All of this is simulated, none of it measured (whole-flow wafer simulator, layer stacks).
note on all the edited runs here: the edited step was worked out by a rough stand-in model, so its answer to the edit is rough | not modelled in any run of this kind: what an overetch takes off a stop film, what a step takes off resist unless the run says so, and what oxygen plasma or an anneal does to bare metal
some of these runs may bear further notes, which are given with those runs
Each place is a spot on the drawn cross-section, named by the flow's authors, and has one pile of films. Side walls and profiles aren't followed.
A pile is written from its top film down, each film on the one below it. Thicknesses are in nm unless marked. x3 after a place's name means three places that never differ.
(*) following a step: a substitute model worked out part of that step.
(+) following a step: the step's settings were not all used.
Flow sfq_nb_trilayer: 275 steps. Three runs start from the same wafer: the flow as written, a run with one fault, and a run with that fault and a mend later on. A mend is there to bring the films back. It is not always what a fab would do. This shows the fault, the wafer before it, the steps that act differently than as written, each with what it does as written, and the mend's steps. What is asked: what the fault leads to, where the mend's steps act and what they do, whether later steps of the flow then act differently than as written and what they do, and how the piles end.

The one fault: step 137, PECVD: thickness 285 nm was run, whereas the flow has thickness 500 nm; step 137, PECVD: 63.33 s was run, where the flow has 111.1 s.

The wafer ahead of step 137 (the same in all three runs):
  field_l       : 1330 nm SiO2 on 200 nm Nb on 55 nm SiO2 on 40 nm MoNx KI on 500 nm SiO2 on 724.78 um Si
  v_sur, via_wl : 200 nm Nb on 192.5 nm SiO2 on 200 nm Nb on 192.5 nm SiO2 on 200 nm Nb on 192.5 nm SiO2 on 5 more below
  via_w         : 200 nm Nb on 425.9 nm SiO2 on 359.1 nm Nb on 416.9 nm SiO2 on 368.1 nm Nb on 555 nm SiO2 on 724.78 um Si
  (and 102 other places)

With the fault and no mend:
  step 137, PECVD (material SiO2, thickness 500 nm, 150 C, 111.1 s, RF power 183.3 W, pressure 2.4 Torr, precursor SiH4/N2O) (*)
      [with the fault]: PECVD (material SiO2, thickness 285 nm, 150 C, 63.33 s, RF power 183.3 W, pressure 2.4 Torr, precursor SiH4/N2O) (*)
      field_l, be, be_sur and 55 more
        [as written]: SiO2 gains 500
        [with the fault]: SiO2 gains 285
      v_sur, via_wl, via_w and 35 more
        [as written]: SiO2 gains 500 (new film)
        [with the fault]: SiO2 gains 285 (new film)
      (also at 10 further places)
  Steps later in the flow that act otherwise than as written (18 more steps, not shown, differ only slightly: by at most 2% or 0.5 nm, whichever is larger):
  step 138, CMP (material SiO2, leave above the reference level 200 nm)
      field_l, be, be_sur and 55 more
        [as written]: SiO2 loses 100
        [with the fault]: nothing
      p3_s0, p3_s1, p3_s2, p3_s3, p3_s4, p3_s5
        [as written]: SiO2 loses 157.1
        [with the fault]: nothing
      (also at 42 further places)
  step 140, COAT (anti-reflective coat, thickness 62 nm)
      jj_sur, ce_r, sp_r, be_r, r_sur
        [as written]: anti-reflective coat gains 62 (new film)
        [with the fault]: anti-reflective coat gains 63.8 (new film)
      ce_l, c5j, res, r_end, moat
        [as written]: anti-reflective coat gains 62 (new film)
        [with the fault]: anti-reflective coat gains 63.9 (new film)
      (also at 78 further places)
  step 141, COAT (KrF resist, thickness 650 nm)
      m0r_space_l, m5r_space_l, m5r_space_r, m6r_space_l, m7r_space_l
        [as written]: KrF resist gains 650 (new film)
        [with the fault]: KrF resist gains 664.1 (new film)
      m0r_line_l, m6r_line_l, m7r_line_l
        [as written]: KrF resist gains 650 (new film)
        [with the fault]: KrF resist gains 672.8 (new film)
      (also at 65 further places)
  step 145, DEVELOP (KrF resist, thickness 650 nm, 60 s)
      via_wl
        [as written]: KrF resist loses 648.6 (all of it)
        [with the fault]: KrF resist loses 602.8 (all of it)
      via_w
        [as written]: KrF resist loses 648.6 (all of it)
        [with the fault]: KrF resist loses 608.4 (all of it)
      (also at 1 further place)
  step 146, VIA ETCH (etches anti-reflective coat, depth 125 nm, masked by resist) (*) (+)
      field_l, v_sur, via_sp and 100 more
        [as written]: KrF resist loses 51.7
        [with the fault]: KrF resist loses 44.3
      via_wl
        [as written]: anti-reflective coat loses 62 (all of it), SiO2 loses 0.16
        [with the fault]: anti-reflective coat loses 53.1 (all of it), SiO2 loses 0.13
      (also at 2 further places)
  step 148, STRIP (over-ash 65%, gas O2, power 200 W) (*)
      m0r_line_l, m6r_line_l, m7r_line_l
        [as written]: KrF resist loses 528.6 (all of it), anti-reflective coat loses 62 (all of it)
        [with the fault]: KrF resist loses 558.7 (all of it), anti-reflective coat loses 63.2 (all of it)
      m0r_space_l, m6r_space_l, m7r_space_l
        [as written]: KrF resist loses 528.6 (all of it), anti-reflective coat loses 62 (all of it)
        [with the fault]: KrF resist loses 550 (all of it), anti-reflective coat loses 77 (all of it)
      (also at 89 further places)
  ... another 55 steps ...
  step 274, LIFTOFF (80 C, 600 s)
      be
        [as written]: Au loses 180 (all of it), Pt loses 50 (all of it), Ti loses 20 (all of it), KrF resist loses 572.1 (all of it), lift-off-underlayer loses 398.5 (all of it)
        [with the fault]: Au loses 180 (all of it), Pt loses 50 (all of it), Ti loses 20 (all of it), KrF resist loses 613.3 (all of it), lift-off-underlayer loses 714.1 (all of it)
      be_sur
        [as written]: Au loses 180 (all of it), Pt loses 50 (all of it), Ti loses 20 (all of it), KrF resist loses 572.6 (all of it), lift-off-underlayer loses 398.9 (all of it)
        [with the fault]: Au loses 180 (all of it), Pt loses 50 (all of it), Ti loses 20 (all of it), KrF resist loses 587.1 (all of it), lift-off-underlayer loses 366.6 (all of it)
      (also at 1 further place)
  The piles end different from the flow's at via_v, be, be_sur and 38 more by more than 2% or 0.5 nm, whichever is larger.
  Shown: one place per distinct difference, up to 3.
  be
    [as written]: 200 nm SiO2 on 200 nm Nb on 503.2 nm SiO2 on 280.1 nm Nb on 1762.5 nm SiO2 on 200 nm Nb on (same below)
    [with the fault]: 314.4 nm SiO2 on 120.3 nm Nb on 209.6 nm SiO2 on 126.7 nm Nb on 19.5 nm Nb2O5 on 129.7 nm Nb on 1647.5 nm SiO2 on 200 nm Nb on (same below)
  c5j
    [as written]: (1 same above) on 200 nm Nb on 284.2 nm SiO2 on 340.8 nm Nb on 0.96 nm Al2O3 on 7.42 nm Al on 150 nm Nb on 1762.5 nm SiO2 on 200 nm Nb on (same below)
    [with the fault]: (1 same above) on 200 nm Nb on 293.3 nm SiO2 on 183.3 nm Nb on 93.4 nm SiO2 on 170 nm Nb on 0.96 nm Al2O3 on 7.42 nm Al on 150 nm Nb on 1647.5 nm SiO2 on 200 nm Nb on (same below)
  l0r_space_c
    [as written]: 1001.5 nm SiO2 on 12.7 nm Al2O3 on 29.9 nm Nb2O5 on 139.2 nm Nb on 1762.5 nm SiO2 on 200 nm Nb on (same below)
    [with the fault]: 1116.5 nm SiO2 on 12.7 nm Al2O3 on 29.9 nm Nb2O5 on 139.2 nm Nb on 1647.5 nm SiO2 on 200 nm Nb on (same below)

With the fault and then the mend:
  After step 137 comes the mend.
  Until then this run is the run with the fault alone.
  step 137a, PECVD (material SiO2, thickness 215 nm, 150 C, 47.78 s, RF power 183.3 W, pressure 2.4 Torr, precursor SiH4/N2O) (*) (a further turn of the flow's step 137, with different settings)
      field_l, v_sur, via_wl and 99 more
        SiO2 gains 215
      lsp_r, l0_sur, l0v
        SiO2 gains 211.7
      via_v
        SiO2 gains 190.3
  Steps later in the flow that act otherwise than as written:
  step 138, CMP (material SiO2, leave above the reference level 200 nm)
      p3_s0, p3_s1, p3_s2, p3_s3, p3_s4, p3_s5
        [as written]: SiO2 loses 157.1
        [with the mend]: SiO2 loses 100
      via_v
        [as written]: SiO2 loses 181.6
        [with the mend]: SiO2 loses 0.12
  At every place that both follow, the piles at the end match the flow's.
